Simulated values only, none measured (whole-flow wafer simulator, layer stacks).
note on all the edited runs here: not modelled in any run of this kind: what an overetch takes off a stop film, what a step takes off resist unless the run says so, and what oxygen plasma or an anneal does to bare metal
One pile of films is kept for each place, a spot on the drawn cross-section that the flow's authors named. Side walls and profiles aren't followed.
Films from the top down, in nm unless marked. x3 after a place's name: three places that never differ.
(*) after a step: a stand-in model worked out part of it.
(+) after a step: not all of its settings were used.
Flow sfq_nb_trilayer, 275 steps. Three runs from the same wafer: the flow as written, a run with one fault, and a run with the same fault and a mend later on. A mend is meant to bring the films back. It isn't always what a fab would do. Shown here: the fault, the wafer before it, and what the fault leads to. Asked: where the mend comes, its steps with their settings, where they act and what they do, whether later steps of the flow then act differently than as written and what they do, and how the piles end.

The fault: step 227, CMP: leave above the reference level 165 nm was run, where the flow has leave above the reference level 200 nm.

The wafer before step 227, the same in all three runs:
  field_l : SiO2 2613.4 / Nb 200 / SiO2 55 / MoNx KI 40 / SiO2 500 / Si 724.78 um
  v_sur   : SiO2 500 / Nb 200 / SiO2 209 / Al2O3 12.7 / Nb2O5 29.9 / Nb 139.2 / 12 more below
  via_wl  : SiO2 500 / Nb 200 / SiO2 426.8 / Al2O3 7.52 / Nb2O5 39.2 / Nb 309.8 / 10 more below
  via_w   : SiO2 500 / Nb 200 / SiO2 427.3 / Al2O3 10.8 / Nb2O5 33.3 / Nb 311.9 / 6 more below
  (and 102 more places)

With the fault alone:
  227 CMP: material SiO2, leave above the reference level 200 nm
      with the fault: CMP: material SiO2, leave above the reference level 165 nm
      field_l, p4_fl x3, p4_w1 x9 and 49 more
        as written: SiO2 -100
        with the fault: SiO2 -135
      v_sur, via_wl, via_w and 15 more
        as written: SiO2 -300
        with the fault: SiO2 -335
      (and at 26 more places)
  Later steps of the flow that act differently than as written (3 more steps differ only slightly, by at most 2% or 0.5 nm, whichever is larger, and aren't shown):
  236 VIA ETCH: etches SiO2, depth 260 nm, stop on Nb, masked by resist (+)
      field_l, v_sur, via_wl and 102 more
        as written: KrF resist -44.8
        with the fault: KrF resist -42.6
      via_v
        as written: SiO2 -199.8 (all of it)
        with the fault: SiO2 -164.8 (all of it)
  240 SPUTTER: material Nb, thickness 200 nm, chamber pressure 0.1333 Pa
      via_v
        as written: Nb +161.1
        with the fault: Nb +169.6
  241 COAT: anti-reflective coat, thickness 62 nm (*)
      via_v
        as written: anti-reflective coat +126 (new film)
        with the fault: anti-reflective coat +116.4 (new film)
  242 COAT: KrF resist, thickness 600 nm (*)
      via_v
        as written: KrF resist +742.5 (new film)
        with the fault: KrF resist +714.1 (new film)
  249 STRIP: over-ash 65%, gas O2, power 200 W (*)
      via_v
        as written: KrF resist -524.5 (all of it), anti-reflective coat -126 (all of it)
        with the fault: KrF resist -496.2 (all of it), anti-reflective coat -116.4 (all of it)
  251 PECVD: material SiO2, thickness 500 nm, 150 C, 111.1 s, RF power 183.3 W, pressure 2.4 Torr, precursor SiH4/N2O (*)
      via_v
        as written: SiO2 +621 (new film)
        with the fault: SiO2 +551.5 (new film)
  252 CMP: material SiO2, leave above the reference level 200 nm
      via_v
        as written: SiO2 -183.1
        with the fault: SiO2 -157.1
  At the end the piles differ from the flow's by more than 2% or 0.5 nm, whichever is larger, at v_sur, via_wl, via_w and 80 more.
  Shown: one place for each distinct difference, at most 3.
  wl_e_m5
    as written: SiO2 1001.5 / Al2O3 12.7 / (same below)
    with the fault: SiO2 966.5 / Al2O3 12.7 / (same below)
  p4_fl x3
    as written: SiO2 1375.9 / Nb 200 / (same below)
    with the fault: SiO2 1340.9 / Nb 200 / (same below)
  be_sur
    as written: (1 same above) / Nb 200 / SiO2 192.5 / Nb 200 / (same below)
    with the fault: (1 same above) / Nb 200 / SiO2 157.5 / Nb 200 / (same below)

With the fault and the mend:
  The mend comes after step 234.
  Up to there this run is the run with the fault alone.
  234a STRIP: over-ash 65%, gas O2, power 200 W (*)
      field_l, v_sur, via_wl and 102 more
        KrF resist -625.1 (all of it), anti-reflective coat -62 (all of it)
      via_v
        anti-reflective coat -62 (all of it)
  234b PECVD: material SiO2, thickness 35 nm, 150 C, 7.778 s, RF power 183.3 W, pressure 2.4 Torr, precursor SiH4/N2O (the flow's step 226 once more, with other settings)
      field_l, v_sur, via_wl and 103 more
        SiO2 +35
  234c COAT: anti-reflective coat, thickness 62 nm (the flow's step 229 once more)
      field_l, v_sur, via_wl and 103 more
        anti-reflective coat +62 (new film)
  234d COAT: KrF resist, thickness 650 nm (the flow's step 230 once more)
      field_l, v_sur, via_wl and 103 more
        KrF resist +650 (new film)
  234e SOFTBAKE: KrF resist (the flow's step 231 once more)
      changes no film at any place that is followed
  234f EXPOSE: photomask I6, dose 11.91 mJ/cm2, NA 0.6, wavelength 248 nm (*) (the flow's step 232 once more)
      changes no film at any place that is followed
  234g PEB: KrF resist, 90 s (the flow's step 233 once more)
      field_l, v_sur, via_wl and 103 more
        KrF resist -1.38
  234h DEVELOP: KrF resist, thickness 650 nm, 60 s (the flow's step 234 once more)
      field_l, v_sur, via_wl and 102 more
        KrF resist -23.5
      via_v
        KrF resist -648.6 (all of it)
  No later step of the flow acts differently than as written, at any place that is followed, by more than 2% or 0.5 nm, whichever is larger.
  At the end the piles are the same as the flow's at every place that both follow.
